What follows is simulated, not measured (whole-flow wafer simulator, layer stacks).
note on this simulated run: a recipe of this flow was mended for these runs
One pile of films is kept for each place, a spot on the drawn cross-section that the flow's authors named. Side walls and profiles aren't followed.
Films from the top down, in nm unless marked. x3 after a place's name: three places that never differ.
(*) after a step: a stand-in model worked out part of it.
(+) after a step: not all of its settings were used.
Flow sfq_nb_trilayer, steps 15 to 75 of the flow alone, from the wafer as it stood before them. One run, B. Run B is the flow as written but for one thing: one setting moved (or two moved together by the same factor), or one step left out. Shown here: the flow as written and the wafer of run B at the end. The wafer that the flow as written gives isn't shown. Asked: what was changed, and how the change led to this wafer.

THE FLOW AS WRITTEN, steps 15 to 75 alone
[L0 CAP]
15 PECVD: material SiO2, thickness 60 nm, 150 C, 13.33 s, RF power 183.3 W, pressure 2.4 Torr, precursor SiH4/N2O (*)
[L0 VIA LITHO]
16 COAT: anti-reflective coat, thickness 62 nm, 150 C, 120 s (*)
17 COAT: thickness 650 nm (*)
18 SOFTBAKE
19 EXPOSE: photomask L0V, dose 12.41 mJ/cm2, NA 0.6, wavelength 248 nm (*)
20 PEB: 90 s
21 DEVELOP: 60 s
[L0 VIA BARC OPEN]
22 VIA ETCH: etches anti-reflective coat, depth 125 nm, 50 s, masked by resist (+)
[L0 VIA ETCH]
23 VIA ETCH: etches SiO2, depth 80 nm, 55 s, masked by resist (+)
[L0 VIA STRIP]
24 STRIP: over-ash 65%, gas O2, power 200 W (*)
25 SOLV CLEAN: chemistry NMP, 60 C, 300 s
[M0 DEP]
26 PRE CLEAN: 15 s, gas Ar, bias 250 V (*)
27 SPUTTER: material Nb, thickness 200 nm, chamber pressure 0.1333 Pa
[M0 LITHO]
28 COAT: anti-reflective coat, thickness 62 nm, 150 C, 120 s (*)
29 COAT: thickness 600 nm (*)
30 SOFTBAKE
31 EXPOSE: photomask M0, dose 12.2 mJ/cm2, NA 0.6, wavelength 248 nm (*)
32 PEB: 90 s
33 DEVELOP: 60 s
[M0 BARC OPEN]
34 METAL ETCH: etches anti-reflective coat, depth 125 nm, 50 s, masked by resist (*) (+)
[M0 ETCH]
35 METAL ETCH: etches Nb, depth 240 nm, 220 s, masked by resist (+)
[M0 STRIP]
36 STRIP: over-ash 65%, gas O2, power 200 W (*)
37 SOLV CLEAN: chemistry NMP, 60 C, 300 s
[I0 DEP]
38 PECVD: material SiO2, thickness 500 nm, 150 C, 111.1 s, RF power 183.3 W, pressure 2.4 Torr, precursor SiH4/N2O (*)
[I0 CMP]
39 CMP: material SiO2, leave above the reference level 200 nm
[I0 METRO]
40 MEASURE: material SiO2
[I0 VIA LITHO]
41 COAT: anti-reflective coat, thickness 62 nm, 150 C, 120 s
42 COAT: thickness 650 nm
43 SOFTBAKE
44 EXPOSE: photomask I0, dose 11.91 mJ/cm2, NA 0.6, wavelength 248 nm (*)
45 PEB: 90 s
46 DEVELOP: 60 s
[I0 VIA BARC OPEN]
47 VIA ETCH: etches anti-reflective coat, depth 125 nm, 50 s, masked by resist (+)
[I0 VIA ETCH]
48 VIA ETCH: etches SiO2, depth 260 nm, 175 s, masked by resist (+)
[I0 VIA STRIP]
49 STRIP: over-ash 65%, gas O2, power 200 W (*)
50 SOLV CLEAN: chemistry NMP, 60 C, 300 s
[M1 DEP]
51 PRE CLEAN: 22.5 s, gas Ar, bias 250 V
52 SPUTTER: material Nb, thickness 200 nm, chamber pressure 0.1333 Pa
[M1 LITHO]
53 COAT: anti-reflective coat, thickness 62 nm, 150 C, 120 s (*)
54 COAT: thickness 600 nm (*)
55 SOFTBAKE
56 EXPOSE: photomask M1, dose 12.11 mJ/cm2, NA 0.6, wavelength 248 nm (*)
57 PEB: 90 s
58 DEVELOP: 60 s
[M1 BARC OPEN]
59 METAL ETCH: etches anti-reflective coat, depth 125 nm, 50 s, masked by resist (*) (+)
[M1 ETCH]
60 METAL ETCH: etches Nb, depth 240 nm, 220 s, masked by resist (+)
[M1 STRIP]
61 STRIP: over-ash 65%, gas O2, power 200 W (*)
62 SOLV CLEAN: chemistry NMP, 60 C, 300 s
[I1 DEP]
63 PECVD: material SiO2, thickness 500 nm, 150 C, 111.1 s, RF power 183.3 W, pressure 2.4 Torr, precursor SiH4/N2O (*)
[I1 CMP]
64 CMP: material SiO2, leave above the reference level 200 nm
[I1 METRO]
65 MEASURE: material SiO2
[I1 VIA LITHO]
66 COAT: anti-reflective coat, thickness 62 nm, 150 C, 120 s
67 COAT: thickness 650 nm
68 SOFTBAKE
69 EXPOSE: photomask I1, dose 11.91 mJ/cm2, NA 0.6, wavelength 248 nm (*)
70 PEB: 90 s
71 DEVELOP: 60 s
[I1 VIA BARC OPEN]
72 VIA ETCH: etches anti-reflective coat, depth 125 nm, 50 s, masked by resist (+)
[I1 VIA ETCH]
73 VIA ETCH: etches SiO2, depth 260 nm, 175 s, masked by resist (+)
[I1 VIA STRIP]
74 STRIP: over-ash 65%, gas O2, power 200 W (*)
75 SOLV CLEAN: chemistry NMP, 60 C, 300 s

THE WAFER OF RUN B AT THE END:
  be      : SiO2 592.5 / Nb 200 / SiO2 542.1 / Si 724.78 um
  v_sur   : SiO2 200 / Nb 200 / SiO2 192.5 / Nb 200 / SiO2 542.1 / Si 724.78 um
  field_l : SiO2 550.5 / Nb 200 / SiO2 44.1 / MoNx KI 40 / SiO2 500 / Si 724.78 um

The cause: step 15, PECVD: pressure 3.12 Torr was run, where the flow has pressure 2.4 Torr.

How the change led to this, step by step:
  15 PECVD: material SiO2, thickness 60 nm, 150 C, 13.33 s, RF power 183.3 W, pressure 2.4 Torr, precursor SiH4/N2O (*)
      v_sur, via_wl, via_w and 97 more: SiO2 +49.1 (as written it would be: SiO2 +60)
      field_l, l0_sur, l0v, l0r_line_l, l0r_line_c, l0r_line_r: SiO2 +49.1 (new film) (as written it would be: SiO2 +60 (new film))
  23 VIA ETCH: etches SiO2, depth 80 nm, 55 s, masked by resist (+)
      l0v: SiO2 -48.7 (all of it), MoNx KI -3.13 (as written it would be: SiO2 -59.7 (all of it), MoNx KI -2.03)
  28 COAT: anti-reflective coat, thickness 62 nm, 150 C, 120 s (*)
      l0_sur: anti-reflective coat +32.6 (new film) (as written it would be: anti-reflective coat +29.3 (new film))
      l0v: anti-reflective coat +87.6 (new film) (as written it would be: anti-reflective coat +92.5 (new film))
  36 STRIP: over-ash 65%, gas O2, power 200 W (*)
      l0_sur: KrF-resist-other-grade -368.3 (all of it), anti-reflective coat -32.6 (all of it) (as written it would be: KrF-resist-other-grade -370 (all of it), anti-reflective coat -29.3 (all of it))
      l0v: KrF-resist-other-grade -369.5 (all of it), anti-reflective coat -87.6 (all of it) (as written it would be: KrF-resist-other-grade -374.1 (all of it), anti-reflective coat -92.5 (all of it))
  39 CMP: material SiO2, leave above the reference level 200 nm
      l0v: SiO2 -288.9 (as written it would be: SiO2 -277.4)
